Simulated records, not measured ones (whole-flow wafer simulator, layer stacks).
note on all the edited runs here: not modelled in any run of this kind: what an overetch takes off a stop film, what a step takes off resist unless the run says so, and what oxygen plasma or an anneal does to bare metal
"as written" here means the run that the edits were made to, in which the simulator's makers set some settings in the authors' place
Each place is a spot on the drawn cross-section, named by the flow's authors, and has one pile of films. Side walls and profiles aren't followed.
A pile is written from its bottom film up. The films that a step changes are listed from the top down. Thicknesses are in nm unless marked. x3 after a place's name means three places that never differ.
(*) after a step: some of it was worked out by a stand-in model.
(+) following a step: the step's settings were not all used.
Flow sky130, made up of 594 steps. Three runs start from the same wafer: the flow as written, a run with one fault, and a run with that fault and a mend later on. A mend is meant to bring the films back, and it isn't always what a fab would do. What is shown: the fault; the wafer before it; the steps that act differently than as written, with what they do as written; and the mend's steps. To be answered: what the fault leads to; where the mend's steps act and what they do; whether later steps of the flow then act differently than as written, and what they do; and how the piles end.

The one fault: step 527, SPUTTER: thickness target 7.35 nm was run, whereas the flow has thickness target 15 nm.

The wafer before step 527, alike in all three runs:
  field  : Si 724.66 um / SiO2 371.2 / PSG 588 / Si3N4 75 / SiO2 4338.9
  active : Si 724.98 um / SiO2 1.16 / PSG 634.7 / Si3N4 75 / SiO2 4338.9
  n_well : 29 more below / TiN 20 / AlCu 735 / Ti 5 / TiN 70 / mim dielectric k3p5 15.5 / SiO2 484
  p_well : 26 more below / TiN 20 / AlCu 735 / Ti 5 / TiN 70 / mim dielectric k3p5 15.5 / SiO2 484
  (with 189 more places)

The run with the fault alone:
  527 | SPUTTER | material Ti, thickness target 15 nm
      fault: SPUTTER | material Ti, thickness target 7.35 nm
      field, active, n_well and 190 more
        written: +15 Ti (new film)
        fault: +7.35 Ti (new film)
  Steps further on in the flow that do not act as written (not shown: 19 more steps that differ only slightly, by at most 2% or 0.5 nm, whichever is larger):
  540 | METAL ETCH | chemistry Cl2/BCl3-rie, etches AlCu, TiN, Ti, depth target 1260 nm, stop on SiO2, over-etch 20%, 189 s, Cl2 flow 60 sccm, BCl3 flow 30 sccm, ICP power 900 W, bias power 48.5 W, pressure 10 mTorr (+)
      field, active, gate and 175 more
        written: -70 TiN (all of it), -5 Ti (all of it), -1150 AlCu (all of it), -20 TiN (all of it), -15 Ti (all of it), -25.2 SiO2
        fault: -70 TiN (all of it), -5 Ti (all of it), -1150 AlCu (all of it), -20 TiN (all of it), -7.35 Ti (all of it), -26 SiO2
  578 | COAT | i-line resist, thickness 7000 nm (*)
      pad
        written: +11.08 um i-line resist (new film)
        fault: +11.09 um i-line resist (new film)
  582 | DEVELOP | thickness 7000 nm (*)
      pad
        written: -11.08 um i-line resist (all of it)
        fault: -11.09 um i-line resist (all of it)
  The piles end different from the flow's at n_well, p_well, sd_n and 12 more by more than 2% or 0.5 nm, whichever is larger.
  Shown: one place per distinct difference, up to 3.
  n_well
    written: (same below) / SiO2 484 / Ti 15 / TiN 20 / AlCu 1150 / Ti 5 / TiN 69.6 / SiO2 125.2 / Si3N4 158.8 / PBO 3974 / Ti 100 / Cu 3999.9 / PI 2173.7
    fault: (same below) / SiO2 484 / Ti 7.35 / TiN 20 / AlCu 1150 / Ti 5 / TiN 69.6 / SiO2 125.2 / Si3N4 158.8 / PBO 3979.5 / Ti 100 / Cu 3999.9 / PI 2174.6
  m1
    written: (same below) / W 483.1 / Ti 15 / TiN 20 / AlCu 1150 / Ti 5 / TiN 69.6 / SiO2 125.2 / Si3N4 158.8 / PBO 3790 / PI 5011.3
    fault: (same below) / W 483.1 / Ti 7.35 / TiN 20 / AlCu 1150 / Ti 5 / TiN 69.6 / SiO2 125.2 / Si3N4 158.8 / PBO 3796.3 / PI 5011.7
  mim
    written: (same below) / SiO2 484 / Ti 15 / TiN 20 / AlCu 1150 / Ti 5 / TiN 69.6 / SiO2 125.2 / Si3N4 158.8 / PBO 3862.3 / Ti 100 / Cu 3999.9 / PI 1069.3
    fault: (same below) / SiO2 484 / Ti 7.35 / TiN 20 / AlCu 1150 / Ti 5 / TiN 69.6 / SiO2 125.2 / Si3N4 158.8 / PBO 3868.2 / Ti 100 / Cu 3999.9 / PI 1070

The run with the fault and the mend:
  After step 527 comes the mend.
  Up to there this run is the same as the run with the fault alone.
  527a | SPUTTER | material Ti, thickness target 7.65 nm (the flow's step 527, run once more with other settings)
      field, active, n_well and 190 more
        +7.65 Ti
  Every later step of the flow that is run acts as written at every place that is followed.
  The piles end the same as the flow's at every place that both follow.
